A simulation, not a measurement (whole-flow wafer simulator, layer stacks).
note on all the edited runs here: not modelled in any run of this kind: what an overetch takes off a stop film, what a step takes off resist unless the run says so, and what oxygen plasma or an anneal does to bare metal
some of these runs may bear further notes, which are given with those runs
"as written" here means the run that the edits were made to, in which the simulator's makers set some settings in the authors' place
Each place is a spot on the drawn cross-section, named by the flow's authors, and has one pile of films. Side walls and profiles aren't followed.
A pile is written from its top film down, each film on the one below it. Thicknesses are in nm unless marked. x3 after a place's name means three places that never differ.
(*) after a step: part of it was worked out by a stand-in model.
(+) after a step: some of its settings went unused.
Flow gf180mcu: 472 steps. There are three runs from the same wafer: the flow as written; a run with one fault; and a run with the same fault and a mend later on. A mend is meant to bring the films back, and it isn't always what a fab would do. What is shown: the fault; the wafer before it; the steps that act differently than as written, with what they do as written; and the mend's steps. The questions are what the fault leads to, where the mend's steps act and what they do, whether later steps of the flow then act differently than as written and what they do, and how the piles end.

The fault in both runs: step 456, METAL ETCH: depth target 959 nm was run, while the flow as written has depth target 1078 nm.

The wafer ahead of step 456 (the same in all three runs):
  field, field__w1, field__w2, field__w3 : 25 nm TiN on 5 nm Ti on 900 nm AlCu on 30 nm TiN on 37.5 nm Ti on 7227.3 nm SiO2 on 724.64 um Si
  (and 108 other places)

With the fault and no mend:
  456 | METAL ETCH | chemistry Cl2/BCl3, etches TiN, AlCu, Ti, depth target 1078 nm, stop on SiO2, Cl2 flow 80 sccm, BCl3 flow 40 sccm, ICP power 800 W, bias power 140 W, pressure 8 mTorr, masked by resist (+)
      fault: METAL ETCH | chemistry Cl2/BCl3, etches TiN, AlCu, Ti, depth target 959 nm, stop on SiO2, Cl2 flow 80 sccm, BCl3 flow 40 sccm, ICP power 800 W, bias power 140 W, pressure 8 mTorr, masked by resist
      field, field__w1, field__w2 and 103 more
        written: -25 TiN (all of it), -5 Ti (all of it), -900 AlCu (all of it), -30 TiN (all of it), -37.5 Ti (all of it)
        fault: -25 TiN (all of it), -5 Ti (all of it), -900 AlCu (all of it), -29 TiN
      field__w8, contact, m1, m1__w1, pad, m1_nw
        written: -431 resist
        fault: -383.6 resist
  Later steps of the flow acting differently than as written (4 more steps, not shown, differ only slightly: by at most 2% or 0.5 nm, whichever is larger):
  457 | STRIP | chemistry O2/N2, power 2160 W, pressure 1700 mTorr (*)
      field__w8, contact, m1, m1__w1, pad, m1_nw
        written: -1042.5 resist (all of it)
        fault: -1089.9 resist (all of it)
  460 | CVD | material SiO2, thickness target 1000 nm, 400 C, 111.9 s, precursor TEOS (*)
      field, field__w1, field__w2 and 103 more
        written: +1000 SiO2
        fault: +1000 SiO2 (new film)
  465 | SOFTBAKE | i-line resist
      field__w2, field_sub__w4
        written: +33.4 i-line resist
        fault: +31.5 i-line resist
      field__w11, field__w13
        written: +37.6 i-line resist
        fault: +35.5 i-line resist
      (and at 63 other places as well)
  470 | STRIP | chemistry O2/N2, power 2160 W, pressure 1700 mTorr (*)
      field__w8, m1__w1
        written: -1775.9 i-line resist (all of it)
        fault: -1812.4 i-line resist (all of it)
  At field, field__w1, field__w2 and 103 more, the piles at the end differ from the flow's by more than 2% or 0.5 nm, whichever is larger.
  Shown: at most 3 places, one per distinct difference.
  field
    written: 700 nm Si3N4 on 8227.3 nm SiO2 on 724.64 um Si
    fault: 700 nm Si3N4 on 1000 nm SiO2 on 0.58 nm TiN on 37.5 nm Ti on 7227.3 nm SiO2 on 724.64 um Si
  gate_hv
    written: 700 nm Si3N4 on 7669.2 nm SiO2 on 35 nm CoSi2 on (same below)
    fault: 700 nm Si3N4 on 1000 nm SiO2 on 0.58 nm TiN on 37.5 nm Ti on 6669.2 nm SiO2 on 35 nm CoSi2 on (same below)
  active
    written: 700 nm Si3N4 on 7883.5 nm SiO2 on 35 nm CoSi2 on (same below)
    fault: 700 nm Si3N4 on 1000 nm SiO2 on 0.58 nm TiN on 37.5 nm Ti on 6883.5 nm SiO2 on 35 nm CoSi2 on (same below)

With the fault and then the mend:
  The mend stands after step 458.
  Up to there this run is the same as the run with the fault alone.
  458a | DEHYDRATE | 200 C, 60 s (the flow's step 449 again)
      leaves every film unchanged at each place that is followed
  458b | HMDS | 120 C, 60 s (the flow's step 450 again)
      leaves every film unchanged at each place that is followed
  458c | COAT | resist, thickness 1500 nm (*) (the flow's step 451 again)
      iso_ptap_pw, iso_ntap_nw, iso_nw_fld and 33 more
        +1500 resist (new film)
      p_well, sti, spacer, sd_n, mim_1p0, dice_street
        +1504.5 resist (new film)
      field__w2, field__w3, field__w12, ppoly_sal
        +1513.4 resist (new film)
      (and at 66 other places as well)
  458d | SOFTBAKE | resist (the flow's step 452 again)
      ld_acc_n, npoly_sal
        -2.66 resist
      sd_p_hv, nw_enc_fld__w1
        -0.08 resist
      gate_p_hv, nw_enc_fld
        -0.09 resist
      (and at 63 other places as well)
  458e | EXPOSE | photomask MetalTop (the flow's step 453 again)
      leaves every film unchanged at each place that is followed
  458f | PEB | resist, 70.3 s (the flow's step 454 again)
      field__w2, field__w3, field__w5 and 41 more
        -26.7 resist
      iso_ptap_pw, iso_ntap_nw, iso_nw_fld and 33 more
        -26.5 resist
      p_well, sti, spacer, sd_n, mim_1p0, dice_street
        -26.6 resist
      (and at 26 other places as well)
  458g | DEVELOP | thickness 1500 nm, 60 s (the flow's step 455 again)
      iso_ptap_pw, iso_ntap_nw, iso_nw_fld and 33 more
        -1473.5 resist (all of it)
      p_well, sti, spacer, sd_n, mim_1p0, dice_street
        -1477.9 resist (all of it)
      field__w5, field__w9, nplus_u, npoly_u
        -1485.7 resist (all of it)
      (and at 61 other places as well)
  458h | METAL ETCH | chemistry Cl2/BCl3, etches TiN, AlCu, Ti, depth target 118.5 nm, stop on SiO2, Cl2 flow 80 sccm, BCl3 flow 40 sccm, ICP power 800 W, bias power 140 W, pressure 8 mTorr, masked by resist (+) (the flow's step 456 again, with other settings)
      field, field__w1, field__w2 and 103 more
        -0.58 TiN (all of it), -37.5 Ti (all of it)
      field__w8, contact, m1, m1__w1, pad, m1_nw
        -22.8 resist
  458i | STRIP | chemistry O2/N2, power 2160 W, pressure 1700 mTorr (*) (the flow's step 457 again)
      field__w8
        -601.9 resist (all of it)
      contact
        -598.6 resist (all of it)
      m1
        -599.1 resist (all of it)
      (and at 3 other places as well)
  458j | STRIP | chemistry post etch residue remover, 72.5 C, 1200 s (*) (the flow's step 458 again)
      field__w8, contact, m1, m1__w1, pad, m1_nw
        -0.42 TiN
  Later steps of the flow that are run all act as written at every place that is followed, up to a difference of at most 2% or 0.5 nm, whichever is larger.
  When the end is reached, the piles differ only a little from the flow's at the places that both follow, at most by 2% or 0.5 nm, whichever is larger.
